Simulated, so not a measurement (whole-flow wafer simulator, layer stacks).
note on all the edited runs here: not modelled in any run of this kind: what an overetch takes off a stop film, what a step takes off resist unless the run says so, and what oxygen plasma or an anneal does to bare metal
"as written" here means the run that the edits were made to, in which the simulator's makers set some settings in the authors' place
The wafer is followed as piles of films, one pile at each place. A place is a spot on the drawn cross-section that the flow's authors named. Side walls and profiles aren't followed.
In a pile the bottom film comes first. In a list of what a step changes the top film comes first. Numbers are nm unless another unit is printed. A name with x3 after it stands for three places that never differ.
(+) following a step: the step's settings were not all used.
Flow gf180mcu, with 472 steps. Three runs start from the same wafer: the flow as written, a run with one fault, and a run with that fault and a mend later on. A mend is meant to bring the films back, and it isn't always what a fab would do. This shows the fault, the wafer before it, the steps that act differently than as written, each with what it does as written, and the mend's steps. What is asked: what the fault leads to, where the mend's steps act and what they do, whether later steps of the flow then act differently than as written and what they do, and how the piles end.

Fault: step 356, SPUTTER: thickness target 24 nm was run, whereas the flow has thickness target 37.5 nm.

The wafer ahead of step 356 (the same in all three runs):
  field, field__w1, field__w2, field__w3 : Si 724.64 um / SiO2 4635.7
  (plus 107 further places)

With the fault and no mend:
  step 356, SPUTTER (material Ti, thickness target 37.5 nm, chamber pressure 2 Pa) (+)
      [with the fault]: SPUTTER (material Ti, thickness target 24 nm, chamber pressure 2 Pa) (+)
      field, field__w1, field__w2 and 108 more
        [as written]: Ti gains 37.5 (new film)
        [with the fault]: Ti gains 24 (new film)
  Steps later in the flow that act otherwise than as written:
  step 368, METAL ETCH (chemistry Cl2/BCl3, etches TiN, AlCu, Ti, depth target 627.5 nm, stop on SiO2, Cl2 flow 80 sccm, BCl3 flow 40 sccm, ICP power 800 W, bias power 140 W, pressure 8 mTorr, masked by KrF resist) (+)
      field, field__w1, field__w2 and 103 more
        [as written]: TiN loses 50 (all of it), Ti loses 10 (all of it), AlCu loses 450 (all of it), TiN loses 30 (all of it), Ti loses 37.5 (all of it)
        [with the fault]: TiN loses 50 (all of it), Ti loses 10 (all of it), AlCu loses 450 (all of it), TiN loses 30 (all of it), Ti loses 24 (all of it)
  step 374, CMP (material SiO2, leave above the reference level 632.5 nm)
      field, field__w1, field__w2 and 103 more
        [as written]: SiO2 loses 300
        [with the fault]: SiO2 loses 313.5
  The piles end different from the flow's at field__w8, contact, m1, m1__w1, m1_nw by more than 2% or 0.5 nm, whichever is larger.
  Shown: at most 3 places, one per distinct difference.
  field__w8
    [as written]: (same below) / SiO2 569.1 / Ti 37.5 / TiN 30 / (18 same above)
    [with the fault]: (same below) / SiO2 569.1 / Ti 24 / TiN 30 / (18 same above)
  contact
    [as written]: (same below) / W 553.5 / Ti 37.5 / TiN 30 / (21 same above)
    [with the fault]: (same below) / W 553.5 / Ti 24 / TiN 30 / (21 same above)

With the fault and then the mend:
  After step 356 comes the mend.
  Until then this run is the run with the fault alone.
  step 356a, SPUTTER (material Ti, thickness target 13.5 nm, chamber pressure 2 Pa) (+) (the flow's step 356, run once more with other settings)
      field, field__w1, field__w2 and 108 more
        Ti gains 13.5
  None of the later steps of the flow acts differently than as written at any place that is followed.
  By the end, the piles equal the flow's at every place that both follow.
